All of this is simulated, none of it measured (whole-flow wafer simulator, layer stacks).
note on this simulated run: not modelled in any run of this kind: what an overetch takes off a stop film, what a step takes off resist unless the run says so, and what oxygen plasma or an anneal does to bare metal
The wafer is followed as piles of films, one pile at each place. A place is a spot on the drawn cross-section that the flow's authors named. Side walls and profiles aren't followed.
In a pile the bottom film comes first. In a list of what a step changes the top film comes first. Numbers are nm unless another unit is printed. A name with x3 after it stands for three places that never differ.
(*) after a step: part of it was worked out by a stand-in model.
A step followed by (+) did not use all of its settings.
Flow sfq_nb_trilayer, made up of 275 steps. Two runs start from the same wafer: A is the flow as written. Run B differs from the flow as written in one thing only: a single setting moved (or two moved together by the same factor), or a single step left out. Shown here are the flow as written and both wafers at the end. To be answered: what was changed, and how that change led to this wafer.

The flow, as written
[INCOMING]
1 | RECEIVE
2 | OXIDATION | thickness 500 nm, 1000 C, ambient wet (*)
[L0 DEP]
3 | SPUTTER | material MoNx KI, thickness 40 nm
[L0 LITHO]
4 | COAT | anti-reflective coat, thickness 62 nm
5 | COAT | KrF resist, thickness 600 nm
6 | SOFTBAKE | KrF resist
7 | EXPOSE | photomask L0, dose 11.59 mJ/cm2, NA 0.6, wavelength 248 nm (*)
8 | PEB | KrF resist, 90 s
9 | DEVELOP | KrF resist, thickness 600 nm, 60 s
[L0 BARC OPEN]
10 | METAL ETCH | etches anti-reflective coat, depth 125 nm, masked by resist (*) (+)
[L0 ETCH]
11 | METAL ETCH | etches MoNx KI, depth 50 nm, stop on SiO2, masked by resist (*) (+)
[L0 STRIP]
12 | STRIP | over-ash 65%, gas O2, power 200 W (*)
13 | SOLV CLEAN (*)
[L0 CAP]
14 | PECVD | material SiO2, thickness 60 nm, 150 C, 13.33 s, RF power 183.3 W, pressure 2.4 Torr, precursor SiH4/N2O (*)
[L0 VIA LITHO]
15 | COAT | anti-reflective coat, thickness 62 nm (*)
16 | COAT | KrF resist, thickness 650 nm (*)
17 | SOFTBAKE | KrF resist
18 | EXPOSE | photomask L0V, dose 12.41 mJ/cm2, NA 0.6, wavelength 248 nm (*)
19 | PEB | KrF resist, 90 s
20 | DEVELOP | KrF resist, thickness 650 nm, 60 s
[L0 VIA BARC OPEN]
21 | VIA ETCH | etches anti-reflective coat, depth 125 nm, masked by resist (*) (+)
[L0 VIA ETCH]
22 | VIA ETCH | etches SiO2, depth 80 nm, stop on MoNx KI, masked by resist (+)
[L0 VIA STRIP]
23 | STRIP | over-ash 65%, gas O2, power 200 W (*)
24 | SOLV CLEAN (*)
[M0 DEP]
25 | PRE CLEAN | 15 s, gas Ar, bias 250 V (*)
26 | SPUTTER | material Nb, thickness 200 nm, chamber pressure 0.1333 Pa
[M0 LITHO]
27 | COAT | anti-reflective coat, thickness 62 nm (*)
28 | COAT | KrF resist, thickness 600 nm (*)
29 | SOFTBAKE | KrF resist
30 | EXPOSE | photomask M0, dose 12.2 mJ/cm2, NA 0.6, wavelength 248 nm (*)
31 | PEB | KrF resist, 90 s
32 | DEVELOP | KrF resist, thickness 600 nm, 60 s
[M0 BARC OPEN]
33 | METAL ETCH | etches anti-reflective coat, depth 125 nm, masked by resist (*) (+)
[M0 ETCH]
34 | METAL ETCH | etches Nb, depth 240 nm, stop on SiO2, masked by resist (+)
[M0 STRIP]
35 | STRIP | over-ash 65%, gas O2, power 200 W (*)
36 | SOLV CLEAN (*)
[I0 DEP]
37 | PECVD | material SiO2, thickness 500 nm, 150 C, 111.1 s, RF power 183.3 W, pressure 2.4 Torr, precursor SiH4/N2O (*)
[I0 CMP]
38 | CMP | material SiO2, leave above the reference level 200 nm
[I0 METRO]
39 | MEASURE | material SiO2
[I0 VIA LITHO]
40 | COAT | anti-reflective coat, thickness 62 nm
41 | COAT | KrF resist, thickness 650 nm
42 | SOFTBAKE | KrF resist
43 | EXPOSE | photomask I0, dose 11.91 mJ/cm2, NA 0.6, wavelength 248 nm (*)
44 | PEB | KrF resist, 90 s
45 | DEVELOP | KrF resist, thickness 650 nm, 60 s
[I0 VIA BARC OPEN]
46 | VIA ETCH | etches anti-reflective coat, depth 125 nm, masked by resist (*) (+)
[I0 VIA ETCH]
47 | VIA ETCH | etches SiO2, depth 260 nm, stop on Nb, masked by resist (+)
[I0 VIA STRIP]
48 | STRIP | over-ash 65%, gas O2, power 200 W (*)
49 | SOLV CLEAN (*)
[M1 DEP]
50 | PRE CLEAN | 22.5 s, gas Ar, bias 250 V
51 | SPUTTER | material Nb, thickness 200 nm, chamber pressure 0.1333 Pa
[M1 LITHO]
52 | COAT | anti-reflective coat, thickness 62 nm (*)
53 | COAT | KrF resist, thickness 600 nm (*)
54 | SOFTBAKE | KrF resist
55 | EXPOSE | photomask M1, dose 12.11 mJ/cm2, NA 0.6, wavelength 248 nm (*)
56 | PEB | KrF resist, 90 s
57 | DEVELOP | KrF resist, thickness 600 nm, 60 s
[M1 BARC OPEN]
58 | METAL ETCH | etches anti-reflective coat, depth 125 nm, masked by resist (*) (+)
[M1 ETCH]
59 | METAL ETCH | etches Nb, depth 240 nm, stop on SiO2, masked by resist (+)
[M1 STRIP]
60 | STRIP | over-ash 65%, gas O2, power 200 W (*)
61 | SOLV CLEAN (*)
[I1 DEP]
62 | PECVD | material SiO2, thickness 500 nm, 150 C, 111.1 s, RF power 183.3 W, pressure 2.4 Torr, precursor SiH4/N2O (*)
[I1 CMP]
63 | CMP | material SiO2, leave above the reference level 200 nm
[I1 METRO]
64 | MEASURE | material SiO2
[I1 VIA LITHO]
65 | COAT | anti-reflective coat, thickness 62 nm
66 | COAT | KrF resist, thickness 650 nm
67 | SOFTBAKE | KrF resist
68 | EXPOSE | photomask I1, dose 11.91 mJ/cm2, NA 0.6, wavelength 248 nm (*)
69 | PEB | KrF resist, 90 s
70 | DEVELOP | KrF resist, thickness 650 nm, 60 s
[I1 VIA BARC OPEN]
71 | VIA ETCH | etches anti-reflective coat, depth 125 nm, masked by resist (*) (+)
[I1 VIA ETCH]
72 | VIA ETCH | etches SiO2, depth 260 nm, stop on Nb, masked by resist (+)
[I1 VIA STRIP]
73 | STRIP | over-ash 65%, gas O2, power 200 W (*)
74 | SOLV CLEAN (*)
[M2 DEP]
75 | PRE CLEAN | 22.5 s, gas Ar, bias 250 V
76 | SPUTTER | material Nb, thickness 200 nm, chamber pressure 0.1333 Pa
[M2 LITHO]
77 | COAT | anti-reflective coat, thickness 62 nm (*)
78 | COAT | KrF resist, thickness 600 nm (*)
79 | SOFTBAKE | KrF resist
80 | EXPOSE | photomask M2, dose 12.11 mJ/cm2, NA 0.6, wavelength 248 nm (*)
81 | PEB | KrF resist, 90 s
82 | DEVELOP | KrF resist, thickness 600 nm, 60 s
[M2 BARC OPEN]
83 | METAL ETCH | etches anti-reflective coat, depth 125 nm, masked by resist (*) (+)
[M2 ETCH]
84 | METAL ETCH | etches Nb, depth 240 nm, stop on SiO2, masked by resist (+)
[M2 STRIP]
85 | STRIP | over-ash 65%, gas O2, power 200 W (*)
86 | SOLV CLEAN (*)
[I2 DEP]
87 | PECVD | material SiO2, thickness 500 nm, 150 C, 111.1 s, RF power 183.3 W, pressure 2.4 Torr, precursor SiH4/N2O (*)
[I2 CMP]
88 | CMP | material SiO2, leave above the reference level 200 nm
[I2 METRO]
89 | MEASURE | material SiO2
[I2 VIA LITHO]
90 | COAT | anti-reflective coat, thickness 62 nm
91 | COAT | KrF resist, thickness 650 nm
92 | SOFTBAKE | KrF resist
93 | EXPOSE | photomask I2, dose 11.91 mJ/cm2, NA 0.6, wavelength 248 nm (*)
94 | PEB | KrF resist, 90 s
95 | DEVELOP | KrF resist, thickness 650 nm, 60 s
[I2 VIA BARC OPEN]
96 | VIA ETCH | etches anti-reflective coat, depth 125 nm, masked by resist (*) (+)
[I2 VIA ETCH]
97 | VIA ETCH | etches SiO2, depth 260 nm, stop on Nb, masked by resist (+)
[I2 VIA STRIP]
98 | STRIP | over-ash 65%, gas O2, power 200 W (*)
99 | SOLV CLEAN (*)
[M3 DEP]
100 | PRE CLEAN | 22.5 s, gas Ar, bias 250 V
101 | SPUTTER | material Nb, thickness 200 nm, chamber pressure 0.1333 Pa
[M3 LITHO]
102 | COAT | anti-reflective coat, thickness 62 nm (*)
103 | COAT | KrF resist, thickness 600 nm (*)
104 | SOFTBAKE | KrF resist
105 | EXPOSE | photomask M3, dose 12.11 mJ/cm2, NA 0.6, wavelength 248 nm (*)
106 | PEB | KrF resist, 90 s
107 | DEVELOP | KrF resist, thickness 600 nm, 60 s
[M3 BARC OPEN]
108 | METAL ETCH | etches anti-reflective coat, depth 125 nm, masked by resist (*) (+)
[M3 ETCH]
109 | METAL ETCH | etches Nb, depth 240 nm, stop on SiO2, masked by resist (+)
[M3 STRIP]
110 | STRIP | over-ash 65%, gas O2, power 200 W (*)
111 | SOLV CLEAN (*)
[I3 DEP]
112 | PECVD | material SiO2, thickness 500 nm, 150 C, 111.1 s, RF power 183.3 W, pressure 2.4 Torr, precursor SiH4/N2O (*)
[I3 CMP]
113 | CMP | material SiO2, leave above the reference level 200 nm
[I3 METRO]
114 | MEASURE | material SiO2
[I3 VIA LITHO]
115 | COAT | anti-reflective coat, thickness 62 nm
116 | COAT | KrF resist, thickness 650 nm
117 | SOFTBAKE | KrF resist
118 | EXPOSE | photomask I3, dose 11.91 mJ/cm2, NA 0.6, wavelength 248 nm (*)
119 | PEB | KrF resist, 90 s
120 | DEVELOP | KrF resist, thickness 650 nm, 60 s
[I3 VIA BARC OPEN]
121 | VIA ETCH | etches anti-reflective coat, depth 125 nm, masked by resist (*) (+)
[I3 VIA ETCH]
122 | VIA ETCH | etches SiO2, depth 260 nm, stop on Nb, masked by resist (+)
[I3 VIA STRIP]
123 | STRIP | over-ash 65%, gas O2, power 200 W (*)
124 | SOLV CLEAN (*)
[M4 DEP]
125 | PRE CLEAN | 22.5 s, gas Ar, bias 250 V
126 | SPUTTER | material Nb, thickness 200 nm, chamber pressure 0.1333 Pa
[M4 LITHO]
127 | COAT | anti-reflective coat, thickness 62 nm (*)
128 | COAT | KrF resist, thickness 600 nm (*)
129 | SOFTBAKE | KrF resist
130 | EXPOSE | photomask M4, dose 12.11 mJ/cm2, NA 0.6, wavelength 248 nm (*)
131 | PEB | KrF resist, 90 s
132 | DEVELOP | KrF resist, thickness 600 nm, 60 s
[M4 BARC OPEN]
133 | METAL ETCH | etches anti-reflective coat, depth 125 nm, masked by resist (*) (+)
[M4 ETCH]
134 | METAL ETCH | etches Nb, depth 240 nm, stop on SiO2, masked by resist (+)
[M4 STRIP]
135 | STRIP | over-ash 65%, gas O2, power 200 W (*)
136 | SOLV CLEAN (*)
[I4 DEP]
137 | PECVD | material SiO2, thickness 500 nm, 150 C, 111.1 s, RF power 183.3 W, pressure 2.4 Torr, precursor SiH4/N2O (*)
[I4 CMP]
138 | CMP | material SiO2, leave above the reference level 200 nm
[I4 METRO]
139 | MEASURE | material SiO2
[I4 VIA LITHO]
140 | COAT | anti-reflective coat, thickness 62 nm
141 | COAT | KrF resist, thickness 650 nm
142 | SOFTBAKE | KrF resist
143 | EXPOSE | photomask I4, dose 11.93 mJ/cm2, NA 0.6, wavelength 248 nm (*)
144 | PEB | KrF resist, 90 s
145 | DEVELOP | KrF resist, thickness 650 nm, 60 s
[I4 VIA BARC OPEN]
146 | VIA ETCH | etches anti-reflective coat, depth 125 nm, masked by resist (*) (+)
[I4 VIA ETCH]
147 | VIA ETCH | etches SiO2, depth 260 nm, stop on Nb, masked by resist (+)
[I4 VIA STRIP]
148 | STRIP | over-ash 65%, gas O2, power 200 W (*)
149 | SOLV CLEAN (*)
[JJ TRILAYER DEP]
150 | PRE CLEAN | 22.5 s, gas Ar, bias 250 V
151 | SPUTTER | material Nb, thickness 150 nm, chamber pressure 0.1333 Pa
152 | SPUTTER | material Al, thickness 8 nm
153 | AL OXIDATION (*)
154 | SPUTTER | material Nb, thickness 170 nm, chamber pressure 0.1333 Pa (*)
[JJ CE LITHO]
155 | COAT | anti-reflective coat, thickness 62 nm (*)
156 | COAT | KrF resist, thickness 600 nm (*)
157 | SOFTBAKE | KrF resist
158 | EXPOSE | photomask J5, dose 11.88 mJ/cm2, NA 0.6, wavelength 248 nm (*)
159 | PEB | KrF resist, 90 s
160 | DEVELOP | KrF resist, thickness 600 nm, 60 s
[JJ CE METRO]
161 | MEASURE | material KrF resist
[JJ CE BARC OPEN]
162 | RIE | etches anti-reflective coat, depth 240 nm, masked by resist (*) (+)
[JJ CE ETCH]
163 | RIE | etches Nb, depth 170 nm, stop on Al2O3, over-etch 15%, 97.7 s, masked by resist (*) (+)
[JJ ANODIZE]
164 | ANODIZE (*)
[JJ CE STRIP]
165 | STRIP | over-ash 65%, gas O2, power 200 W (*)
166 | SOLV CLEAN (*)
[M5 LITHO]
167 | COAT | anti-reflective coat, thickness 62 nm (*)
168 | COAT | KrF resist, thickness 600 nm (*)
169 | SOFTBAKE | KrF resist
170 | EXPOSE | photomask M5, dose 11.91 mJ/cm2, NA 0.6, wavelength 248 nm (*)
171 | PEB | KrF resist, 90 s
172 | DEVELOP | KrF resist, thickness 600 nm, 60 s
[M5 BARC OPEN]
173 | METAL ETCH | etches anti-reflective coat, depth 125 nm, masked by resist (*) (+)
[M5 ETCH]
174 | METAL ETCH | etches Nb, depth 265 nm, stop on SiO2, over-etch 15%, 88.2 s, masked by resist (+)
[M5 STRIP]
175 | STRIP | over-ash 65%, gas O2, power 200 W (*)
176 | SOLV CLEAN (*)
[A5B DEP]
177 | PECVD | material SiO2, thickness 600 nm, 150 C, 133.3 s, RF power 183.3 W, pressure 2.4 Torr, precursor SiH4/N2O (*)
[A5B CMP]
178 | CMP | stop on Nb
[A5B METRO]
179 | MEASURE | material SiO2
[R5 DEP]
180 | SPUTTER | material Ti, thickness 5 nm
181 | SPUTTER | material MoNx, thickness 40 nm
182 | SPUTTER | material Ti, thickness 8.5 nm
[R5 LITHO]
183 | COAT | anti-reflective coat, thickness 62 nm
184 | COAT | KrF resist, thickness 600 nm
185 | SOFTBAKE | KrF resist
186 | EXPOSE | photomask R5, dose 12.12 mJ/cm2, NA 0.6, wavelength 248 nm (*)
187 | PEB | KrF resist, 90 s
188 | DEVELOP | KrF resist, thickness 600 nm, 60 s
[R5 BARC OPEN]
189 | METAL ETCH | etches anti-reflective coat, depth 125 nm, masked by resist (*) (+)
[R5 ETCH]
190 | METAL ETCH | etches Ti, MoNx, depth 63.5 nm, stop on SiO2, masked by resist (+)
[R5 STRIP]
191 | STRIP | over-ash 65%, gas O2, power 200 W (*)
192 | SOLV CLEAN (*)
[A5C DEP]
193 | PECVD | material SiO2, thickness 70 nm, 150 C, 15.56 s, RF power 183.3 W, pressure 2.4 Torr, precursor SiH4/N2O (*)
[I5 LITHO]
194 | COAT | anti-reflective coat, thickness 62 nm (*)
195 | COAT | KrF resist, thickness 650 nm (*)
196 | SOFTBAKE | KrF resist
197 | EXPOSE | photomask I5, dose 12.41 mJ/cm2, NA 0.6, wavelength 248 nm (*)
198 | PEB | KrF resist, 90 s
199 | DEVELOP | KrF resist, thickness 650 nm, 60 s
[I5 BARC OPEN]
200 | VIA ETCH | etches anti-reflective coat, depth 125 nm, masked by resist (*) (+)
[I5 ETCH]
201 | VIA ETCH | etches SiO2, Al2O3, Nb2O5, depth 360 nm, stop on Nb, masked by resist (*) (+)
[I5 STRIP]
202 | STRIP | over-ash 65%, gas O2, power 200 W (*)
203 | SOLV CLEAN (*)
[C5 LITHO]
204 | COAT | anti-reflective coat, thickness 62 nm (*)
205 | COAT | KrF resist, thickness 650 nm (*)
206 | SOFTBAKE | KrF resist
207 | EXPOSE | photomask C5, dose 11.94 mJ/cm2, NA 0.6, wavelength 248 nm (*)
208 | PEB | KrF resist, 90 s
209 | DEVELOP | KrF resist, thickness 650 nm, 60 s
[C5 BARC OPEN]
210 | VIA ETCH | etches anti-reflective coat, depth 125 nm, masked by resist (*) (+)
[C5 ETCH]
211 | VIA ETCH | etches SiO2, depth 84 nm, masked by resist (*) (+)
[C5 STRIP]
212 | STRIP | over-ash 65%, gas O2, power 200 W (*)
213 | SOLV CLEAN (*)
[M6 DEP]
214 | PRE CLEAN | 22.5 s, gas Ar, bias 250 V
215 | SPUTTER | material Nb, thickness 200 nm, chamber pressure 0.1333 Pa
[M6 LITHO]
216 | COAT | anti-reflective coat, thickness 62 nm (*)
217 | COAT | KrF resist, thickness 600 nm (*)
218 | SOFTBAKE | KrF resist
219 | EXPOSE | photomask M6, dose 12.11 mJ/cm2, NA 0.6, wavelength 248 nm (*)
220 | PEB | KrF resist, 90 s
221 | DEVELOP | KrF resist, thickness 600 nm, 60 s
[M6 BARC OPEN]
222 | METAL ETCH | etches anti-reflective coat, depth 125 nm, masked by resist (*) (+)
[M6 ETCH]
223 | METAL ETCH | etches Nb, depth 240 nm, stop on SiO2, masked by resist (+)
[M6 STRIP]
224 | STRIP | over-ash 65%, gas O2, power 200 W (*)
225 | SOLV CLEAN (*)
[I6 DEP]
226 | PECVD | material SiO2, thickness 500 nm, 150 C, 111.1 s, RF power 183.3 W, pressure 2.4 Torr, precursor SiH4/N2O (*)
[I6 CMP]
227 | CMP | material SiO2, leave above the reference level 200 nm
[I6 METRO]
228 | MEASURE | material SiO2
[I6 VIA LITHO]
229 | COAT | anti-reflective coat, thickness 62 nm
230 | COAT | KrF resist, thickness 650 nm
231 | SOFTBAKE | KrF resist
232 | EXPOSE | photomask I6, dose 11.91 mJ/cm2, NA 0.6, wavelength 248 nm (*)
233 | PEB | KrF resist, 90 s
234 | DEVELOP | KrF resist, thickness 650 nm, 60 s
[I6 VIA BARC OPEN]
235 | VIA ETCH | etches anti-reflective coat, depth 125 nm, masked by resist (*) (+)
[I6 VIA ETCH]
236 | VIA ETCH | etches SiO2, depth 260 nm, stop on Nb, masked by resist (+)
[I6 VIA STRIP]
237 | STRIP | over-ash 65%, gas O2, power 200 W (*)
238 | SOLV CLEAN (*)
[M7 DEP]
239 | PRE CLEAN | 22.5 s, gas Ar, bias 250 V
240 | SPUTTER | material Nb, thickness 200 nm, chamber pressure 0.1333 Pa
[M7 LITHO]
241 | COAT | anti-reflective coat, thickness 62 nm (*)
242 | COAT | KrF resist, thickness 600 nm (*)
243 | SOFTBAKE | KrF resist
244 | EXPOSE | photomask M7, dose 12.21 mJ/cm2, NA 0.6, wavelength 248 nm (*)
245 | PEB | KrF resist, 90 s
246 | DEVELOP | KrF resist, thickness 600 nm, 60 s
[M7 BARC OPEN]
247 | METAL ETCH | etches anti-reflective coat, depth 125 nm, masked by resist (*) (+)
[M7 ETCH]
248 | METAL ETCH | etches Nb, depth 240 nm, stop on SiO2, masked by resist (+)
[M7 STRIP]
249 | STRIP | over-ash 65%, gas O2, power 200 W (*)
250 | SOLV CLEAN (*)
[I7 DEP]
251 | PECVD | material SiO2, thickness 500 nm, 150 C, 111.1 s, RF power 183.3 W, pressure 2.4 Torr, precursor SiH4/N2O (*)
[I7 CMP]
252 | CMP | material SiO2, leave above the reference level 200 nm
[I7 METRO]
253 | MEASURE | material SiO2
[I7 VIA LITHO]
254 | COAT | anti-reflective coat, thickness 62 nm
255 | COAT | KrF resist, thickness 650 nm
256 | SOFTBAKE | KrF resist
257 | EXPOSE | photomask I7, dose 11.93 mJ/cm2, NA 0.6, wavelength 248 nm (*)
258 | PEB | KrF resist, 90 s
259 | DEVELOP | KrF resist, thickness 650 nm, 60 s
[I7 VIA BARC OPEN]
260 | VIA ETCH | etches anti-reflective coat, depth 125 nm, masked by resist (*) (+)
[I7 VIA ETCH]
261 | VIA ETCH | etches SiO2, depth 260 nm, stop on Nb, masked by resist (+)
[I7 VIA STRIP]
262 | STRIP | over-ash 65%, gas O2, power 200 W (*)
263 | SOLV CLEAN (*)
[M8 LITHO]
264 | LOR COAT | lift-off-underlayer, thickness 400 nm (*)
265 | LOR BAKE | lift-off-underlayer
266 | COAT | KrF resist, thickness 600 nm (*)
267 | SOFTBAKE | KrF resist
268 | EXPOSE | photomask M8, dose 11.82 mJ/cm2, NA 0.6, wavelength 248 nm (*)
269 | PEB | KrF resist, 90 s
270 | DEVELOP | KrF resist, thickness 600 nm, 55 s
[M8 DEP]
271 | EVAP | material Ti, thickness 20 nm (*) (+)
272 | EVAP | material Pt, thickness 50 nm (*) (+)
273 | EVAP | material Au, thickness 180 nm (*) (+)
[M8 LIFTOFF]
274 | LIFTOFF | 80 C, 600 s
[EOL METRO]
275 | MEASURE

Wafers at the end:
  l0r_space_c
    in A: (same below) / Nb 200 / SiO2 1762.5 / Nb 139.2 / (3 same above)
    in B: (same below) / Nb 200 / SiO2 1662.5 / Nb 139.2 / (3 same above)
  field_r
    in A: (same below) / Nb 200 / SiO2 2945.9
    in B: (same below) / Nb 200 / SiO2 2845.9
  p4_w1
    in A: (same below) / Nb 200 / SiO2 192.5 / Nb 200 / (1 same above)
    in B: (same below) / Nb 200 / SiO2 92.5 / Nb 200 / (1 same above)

The reason: step 113, CMP: leave above the reference level 100 nm was run, while the flow as written has leave above the reference level 200 nm.

Step by step, how the change led to this:
  113 | CMP | material SiO2, leave above the reference level 200 nm
      field_l, be, be_sur and 64 more: A -100 SiO2 | B -200 SiO2
      v_sur, via_wl, via_wr and 27 more: A -300 SiO2 | B -400 SiO2
      (and at 9 other places as well)
  122 | VIA ETCH | etches SiO2, depth 260 nm, stop on Nb, masked by resist (+)
      field_l, v_sur, via_wl and 102 more: A -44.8 KrF resist | B -25.8 KrF resist
      via_v: A -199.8 SiO2 (all of it) | B -99.8 SiO2 (all of it)
  123 | STRIP | over-ash 65%, gas O2, power 200 W (*)
      field_l, v_sur, via_wl and 102 more: A -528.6 KrF resist (all of it), -62 anti-reflective coat (all of it) | B -547.6 KrF resist (all of it), -62 anti-reflective coat (all of it)
  126 | SPUTTER | material Nb, thickness 200 nm, chamber pressure 0.1333 Pa
      via_v: A +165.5 Nb | B +187.8 Nb
  127 | COAT | anti-reflective coat, thickness 62 nm (*)
      via_v: A +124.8 anti-reflective coat (new film) | B +105 anti-reflective coat (new film)
      wire: A +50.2 anti-reflective coat (new film) | B +48.9 anti-reflective coat (new film)
  128 | COAT | KrF resist, thickness 600 nm (*)
      via_v: A +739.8 KrF resist (new film) | B +653 KrF resist (new film)
  135 | STRIP | over-ash 65%, gas O2, power 200 W (*)
      via_sp: A -373.9 KrF resist (all of it), -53 anti-reflective coat (all of it) | B -382.6 KrF resist (all of it), -52.4 anti-reflective coat (all of it)
      via_v: A -521.8 KrF resist (all of it), -124.8 anti-reflective coat (all of it) | B -435.3 KrF resist (all of it), -105 anti-reflective coat (all of it)
      (and at 1 other place as well)
  137 | PECVD | material SiO2, thickness 500 nm, 150 C, 111.1 s, RF power 183.3 W, pressure 2.4 Torr, precursor SiH4/N2O (*)
      via_v: A +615 SiO2 (new film) | B +500 SiO2 (new film)
  138 | CMP | material SiO2, leave above the reference level 200 nm
      via_v: A -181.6 SiO2 | B -188.9 SiO2
